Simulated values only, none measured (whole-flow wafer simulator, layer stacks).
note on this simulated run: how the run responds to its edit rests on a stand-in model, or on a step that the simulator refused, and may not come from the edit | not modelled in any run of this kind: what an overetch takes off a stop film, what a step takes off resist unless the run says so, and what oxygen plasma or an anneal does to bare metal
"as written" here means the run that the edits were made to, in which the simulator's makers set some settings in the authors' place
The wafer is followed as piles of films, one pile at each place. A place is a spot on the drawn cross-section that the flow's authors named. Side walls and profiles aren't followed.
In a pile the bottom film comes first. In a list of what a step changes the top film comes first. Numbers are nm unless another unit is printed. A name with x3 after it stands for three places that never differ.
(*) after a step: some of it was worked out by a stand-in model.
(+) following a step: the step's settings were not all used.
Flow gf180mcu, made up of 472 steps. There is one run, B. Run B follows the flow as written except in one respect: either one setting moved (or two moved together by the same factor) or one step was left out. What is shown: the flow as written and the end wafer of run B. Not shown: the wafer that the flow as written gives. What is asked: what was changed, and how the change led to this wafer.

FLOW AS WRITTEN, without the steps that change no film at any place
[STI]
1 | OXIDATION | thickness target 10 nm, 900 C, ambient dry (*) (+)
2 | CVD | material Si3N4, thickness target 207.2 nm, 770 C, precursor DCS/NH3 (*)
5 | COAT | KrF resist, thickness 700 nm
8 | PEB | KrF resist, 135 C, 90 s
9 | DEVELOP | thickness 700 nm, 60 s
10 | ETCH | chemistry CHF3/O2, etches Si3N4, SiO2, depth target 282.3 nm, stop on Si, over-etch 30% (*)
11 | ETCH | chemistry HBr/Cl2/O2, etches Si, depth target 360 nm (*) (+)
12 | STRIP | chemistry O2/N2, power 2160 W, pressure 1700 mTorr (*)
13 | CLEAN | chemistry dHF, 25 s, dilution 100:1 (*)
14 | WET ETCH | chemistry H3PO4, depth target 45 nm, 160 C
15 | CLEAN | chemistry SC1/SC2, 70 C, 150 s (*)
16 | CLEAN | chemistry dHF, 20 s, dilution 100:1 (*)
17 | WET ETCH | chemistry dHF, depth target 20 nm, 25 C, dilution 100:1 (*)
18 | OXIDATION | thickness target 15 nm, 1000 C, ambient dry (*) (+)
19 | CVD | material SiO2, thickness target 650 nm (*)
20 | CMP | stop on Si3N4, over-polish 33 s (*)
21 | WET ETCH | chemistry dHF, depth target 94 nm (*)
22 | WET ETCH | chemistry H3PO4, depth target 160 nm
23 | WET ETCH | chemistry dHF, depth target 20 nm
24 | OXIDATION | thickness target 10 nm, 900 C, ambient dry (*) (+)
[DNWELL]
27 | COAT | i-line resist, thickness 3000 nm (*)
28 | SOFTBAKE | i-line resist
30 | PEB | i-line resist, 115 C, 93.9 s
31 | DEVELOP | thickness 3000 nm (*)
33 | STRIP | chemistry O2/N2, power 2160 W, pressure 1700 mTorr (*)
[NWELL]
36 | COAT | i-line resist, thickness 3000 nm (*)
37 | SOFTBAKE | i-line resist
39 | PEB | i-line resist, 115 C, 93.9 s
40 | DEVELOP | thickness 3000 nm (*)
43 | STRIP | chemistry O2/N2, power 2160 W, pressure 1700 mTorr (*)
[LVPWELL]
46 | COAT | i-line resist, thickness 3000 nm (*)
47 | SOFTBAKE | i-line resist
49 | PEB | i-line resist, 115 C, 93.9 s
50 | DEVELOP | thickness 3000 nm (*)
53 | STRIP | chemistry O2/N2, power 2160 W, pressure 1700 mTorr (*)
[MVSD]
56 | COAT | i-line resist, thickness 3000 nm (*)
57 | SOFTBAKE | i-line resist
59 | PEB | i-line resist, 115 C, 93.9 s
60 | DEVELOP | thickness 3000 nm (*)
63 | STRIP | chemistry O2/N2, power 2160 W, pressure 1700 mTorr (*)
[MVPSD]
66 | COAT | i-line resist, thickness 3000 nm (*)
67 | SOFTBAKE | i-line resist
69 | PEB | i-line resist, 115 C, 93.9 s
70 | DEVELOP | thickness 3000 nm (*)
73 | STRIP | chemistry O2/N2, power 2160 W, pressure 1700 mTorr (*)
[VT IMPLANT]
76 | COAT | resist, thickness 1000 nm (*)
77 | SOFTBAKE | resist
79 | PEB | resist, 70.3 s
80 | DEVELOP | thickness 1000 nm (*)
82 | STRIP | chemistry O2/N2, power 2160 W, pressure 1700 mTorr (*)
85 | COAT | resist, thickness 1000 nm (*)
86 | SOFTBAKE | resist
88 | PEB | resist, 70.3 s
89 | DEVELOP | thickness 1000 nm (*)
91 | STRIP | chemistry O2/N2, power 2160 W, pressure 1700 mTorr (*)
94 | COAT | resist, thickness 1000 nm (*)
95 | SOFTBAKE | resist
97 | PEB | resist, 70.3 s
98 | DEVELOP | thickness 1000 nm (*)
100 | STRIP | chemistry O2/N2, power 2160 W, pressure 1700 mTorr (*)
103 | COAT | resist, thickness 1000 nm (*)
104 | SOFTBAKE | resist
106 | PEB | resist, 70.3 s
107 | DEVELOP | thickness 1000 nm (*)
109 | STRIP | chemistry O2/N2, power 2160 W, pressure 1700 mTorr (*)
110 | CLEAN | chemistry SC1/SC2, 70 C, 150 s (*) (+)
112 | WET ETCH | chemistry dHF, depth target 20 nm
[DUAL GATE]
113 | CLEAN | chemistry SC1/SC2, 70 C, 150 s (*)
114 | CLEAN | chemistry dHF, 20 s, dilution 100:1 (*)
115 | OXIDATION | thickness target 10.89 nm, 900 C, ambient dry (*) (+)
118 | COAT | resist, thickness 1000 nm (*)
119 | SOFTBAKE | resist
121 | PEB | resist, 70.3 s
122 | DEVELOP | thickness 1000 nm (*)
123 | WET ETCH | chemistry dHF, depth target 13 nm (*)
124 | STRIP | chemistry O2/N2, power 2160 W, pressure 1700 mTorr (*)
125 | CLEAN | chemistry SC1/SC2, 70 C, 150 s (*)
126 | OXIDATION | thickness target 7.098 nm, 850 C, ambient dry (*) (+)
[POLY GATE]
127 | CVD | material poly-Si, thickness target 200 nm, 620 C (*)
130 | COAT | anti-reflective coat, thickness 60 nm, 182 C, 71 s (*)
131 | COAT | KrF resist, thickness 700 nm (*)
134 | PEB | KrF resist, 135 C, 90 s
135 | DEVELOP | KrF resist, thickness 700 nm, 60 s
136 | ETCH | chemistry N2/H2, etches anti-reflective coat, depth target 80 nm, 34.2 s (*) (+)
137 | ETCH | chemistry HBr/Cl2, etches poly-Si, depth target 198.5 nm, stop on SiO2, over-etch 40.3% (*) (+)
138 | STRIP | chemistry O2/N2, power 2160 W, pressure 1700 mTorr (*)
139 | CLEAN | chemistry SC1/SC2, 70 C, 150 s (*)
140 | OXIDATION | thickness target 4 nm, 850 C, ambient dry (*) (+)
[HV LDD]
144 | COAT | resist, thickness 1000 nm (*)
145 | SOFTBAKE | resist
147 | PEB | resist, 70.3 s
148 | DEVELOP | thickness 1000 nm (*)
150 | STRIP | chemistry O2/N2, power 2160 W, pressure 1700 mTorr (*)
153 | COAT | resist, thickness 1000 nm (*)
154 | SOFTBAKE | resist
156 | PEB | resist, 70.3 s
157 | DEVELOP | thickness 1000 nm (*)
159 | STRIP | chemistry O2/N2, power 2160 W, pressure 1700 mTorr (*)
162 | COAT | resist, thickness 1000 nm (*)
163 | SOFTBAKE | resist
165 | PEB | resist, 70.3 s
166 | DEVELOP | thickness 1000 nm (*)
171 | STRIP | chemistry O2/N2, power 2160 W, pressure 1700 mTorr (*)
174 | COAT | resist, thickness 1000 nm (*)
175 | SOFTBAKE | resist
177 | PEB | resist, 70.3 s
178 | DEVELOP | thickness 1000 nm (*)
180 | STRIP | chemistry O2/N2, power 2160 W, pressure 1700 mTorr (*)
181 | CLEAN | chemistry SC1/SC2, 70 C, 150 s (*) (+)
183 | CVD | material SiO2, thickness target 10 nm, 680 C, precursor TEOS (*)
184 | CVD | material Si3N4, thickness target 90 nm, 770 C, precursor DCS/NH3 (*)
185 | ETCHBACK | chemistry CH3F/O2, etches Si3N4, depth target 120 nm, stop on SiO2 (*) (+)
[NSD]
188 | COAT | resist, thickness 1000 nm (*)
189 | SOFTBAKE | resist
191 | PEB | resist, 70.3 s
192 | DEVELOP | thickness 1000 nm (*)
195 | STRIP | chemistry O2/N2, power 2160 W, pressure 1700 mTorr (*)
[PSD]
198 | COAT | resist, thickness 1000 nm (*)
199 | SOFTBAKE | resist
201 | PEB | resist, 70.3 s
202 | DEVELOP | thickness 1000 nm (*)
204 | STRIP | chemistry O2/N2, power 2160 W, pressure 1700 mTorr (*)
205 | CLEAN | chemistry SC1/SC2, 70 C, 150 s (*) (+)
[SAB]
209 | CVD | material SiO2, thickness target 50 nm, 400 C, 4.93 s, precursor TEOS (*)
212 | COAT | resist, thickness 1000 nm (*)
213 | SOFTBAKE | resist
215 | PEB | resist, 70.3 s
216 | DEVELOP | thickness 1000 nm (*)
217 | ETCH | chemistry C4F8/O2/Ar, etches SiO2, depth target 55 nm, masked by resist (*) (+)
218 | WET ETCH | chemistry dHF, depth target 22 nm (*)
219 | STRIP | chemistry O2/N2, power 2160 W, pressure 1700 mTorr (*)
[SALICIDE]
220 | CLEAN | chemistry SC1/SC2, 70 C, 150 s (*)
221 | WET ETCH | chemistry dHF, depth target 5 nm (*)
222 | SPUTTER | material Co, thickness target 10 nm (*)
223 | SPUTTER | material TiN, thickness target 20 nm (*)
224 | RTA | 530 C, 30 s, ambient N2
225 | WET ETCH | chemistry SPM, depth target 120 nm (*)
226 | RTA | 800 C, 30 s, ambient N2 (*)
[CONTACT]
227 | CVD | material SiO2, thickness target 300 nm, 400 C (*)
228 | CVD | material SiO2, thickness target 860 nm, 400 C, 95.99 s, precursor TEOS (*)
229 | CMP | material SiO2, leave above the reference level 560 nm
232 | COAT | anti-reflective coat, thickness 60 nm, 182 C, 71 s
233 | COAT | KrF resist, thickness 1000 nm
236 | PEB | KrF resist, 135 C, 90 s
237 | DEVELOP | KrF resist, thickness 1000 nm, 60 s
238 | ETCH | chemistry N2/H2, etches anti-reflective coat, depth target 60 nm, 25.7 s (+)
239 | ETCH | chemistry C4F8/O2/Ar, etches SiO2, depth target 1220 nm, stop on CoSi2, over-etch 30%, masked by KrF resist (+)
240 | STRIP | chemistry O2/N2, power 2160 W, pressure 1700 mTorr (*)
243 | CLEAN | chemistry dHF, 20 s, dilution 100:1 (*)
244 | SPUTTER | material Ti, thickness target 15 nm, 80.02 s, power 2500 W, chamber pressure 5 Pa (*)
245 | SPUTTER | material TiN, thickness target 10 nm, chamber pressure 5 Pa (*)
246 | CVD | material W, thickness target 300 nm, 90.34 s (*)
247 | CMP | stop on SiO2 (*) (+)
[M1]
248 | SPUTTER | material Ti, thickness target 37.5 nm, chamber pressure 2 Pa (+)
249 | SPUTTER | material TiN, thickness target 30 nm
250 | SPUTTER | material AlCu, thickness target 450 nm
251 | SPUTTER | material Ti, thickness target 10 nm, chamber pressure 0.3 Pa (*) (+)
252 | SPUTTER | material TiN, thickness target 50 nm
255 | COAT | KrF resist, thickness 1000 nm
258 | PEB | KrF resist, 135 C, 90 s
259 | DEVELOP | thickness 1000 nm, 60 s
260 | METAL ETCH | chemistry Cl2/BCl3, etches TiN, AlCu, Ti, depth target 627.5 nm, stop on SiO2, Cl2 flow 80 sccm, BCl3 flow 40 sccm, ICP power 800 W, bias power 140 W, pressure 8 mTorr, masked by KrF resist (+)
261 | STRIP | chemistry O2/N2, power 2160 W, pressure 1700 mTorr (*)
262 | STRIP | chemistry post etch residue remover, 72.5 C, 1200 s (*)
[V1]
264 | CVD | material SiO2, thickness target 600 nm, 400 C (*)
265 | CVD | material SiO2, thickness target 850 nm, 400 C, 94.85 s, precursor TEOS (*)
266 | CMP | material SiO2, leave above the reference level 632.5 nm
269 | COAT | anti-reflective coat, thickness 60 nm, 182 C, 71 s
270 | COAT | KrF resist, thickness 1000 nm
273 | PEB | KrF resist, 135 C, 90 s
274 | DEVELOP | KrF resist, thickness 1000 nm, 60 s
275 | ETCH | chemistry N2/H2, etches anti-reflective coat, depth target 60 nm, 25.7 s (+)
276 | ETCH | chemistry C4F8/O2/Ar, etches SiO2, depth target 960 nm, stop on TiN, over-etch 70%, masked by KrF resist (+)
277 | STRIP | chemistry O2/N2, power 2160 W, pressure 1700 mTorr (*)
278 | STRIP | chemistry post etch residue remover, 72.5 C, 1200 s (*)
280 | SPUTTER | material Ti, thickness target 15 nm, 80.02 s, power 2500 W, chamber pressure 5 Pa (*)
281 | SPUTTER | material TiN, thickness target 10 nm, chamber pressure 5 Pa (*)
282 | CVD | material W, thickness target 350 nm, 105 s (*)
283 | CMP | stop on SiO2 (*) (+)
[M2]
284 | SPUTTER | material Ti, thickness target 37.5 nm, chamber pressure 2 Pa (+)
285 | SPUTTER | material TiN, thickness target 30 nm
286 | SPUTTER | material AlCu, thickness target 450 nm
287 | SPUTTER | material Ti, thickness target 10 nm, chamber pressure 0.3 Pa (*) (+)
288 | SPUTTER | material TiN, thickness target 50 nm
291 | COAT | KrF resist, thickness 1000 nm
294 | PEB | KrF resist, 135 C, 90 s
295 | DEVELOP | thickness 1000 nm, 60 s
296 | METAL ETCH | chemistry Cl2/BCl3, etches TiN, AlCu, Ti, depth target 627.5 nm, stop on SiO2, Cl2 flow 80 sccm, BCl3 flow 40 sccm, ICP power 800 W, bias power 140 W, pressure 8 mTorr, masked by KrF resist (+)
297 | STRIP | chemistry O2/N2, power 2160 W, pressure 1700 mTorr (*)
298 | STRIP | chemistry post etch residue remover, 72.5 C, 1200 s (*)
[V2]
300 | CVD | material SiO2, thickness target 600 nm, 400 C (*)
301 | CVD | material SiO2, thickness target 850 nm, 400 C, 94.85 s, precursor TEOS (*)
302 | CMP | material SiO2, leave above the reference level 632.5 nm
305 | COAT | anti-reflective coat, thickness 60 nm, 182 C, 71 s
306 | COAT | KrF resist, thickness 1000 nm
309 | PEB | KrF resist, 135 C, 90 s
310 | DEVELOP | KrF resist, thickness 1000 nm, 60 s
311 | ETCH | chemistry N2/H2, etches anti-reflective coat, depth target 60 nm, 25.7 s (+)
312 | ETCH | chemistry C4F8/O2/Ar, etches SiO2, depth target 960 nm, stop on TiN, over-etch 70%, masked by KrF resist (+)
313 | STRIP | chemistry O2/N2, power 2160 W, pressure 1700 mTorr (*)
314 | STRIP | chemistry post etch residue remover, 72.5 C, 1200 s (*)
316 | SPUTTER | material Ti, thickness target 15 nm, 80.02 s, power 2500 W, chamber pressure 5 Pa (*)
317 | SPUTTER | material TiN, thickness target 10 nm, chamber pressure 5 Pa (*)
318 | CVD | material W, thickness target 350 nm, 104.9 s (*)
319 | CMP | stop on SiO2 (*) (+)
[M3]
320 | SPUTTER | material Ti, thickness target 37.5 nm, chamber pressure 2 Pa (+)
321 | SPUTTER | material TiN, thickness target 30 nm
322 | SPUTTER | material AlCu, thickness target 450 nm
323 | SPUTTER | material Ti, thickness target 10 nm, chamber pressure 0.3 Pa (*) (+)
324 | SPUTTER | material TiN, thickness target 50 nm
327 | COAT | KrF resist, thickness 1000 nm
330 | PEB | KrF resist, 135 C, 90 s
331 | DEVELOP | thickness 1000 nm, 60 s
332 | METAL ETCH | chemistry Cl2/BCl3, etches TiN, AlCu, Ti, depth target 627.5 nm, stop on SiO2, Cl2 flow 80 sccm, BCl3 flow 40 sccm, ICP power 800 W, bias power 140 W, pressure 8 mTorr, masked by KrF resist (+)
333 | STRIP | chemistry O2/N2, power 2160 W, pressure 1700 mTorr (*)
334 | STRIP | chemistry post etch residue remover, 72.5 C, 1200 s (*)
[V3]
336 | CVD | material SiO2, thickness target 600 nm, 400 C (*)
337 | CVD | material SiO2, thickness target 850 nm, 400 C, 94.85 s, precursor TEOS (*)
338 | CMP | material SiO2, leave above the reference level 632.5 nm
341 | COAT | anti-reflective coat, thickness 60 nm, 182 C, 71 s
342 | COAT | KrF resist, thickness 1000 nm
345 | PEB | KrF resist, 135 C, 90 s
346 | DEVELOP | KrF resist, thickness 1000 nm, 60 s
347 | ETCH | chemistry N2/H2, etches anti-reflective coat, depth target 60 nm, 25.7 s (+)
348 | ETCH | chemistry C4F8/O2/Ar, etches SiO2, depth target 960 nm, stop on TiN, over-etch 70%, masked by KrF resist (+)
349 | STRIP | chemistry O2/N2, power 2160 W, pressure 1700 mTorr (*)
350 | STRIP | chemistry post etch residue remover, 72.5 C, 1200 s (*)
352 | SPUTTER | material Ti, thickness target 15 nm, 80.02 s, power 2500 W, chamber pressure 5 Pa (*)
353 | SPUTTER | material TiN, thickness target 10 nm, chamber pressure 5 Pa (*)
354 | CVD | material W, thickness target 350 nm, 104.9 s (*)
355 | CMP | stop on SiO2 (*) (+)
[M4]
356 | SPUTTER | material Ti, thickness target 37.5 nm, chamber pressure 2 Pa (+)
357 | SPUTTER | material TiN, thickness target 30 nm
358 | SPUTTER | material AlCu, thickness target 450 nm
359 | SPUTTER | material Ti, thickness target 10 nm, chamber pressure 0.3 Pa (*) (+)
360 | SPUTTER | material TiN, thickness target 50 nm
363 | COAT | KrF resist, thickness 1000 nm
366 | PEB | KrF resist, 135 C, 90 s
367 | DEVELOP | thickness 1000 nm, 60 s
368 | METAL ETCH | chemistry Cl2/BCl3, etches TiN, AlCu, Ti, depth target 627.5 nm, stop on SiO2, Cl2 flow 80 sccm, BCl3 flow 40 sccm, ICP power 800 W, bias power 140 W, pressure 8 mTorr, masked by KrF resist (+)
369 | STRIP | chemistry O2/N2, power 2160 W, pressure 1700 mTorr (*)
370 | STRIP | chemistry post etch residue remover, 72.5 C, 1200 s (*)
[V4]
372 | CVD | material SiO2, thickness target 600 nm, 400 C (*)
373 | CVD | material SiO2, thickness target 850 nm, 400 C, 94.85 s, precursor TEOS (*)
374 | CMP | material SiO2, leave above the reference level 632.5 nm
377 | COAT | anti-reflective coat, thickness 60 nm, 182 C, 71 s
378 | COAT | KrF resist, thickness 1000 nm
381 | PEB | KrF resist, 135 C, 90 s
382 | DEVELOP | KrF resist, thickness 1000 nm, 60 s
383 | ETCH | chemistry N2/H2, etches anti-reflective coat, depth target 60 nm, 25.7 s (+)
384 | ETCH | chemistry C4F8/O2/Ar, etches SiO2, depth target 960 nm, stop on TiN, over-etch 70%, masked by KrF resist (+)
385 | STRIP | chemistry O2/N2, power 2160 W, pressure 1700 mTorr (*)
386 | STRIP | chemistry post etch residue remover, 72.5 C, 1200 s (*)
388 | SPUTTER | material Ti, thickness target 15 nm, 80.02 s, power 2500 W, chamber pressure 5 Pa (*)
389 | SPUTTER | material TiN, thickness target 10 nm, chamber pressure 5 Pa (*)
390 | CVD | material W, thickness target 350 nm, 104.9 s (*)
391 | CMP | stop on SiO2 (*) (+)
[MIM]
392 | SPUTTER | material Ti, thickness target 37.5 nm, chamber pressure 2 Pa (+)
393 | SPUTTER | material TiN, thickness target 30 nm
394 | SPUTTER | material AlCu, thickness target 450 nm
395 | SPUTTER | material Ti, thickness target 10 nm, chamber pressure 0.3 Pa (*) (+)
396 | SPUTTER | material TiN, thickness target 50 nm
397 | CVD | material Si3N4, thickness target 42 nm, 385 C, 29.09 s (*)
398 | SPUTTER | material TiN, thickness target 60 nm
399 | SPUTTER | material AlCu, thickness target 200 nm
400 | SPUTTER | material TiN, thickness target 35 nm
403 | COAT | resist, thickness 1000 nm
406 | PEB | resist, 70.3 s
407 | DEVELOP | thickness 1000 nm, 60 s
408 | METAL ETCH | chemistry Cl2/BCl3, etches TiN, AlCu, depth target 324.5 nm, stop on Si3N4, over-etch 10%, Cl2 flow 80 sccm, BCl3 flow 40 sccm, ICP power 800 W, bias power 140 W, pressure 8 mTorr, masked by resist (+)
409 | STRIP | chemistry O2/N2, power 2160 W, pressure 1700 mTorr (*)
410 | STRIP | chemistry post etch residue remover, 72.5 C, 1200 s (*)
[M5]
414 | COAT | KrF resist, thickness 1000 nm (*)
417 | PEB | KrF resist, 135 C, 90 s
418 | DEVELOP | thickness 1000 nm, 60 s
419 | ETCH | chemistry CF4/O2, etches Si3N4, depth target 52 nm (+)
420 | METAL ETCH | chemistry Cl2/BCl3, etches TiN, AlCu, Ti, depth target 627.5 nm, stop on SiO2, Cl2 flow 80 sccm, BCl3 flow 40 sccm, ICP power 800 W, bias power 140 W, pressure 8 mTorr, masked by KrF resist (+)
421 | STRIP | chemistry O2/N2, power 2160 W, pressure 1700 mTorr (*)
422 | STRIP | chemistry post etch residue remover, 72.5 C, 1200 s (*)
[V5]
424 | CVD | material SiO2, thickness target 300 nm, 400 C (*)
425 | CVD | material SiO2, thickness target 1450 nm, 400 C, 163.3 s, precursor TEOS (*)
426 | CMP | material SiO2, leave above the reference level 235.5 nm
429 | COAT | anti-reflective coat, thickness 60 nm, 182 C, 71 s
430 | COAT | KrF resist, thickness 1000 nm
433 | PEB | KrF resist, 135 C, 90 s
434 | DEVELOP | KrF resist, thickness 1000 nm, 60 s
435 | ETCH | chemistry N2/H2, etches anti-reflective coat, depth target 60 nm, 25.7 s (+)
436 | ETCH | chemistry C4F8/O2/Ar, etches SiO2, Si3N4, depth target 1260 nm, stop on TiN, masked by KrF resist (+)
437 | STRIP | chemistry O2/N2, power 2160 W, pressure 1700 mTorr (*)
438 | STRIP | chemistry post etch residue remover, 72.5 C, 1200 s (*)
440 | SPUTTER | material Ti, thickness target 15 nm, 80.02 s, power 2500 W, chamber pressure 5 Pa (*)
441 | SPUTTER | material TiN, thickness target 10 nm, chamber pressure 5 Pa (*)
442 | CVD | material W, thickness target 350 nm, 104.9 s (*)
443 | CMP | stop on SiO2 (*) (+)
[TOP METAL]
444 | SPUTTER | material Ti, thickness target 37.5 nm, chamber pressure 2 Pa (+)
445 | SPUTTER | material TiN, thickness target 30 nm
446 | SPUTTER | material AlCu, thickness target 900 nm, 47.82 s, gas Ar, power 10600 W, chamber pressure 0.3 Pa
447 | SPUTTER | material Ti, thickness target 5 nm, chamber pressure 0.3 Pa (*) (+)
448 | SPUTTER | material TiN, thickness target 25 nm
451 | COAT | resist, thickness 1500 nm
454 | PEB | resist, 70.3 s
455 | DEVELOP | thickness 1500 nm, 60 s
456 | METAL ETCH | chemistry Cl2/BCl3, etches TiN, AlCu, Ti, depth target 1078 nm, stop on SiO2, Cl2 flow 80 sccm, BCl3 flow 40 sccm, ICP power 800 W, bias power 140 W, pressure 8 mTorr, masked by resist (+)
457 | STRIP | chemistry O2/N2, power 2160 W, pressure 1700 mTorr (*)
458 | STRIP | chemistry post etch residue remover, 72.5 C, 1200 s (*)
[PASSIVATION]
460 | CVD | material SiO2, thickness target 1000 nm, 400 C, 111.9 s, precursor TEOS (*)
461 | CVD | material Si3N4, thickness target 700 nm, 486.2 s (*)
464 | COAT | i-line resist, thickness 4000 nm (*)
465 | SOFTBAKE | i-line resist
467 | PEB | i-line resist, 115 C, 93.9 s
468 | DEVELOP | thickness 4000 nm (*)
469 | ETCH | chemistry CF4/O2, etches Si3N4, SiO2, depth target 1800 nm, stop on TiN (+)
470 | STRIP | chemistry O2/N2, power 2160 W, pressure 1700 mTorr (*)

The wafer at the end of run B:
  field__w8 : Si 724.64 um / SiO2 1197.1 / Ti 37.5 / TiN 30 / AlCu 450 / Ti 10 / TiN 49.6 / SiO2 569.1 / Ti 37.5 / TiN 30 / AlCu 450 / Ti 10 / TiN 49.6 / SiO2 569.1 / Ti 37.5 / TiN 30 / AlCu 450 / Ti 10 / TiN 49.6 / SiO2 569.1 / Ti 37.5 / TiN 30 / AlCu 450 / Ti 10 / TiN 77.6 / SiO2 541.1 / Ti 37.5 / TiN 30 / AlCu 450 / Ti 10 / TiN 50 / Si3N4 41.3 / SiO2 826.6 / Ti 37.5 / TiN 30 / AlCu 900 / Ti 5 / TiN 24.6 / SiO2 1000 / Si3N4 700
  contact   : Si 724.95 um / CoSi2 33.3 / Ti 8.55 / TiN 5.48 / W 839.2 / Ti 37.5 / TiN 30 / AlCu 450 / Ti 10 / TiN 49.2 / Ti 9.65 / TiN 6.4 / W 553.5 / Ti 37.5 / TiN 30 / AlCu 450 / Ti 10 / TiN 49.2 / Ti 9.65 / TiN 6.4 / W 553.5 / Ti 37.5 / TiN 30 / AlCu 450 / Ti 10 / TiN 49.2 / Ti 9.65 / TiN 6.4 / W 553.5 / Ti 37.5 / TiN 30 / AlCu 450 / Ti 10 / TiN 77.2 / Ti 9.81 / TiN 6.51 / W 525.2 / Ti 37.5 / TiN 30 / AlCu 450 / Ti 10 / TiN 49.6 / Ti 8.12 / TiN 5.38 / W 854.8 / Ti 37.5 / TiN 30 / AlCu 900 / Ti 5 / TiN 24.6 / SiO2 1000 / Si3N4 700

Cause: step 360, SPUTTER: thickness target 78 nm was run, whereas the flow has thickness target 50 nm.

How this came from the change, step by step:
  360 | SPUTTER | material TiN, thickness target 50 nm
      field, field__w1, field__w2 and 108 more: +78 TiN (new film) (as written it would have been: +50 TiN (new film))
  368 | METAL ETCH | chemistry Cl2/BCl3, etches TiN, AlCu, Ti, depth target 627.5 nm, stop on SiO2, Cl2 flow 80 sccm, BCl3 flow 40 sccm, ICP power 800 W, bias power 140 W, pressure 8 mTorr, masked by KrF resist (+)
      field, field__w1, field__w2 and 103 more: -78 TiN (all of it), -10 Ti (all of it), -450 AlCu (all of it), -30 TiN (all of it), -37.5 Ti (all of it) (as written it would have been: -50 TiN (all of it), -10 Ti (all of it), -450 AlCu (all of it), -30 TiN (all of it), -37.5 Ti (all of it))
  374 | CMP | material SiO2, leave above the reference level 632.5 nm
      field__w8, contact, m1, m1__w1, m1_nw: -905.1 SiO2 (as written it would have been: -877.1 SiO2)
  384 | ETCH | chemistry C4F8/O2/Ar, etches SiO2, depth target 960 nm, stop on TiN, over-etch 70%, masked by KrF resist (+)
      field, field__w1, field__w2 and 107 more: -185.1 KrF resist (as written it would have been: -192 KrF resist)
      contact: -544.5 SiO2 (all of it) (as written it would have been: -572.5 SiO2 (all of it))
  390 | CVD | material W, thickness target 350 nm, 104.9 s (*)
      contact: +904 W (new film) (as written it would have been: +932.3 W (new film))
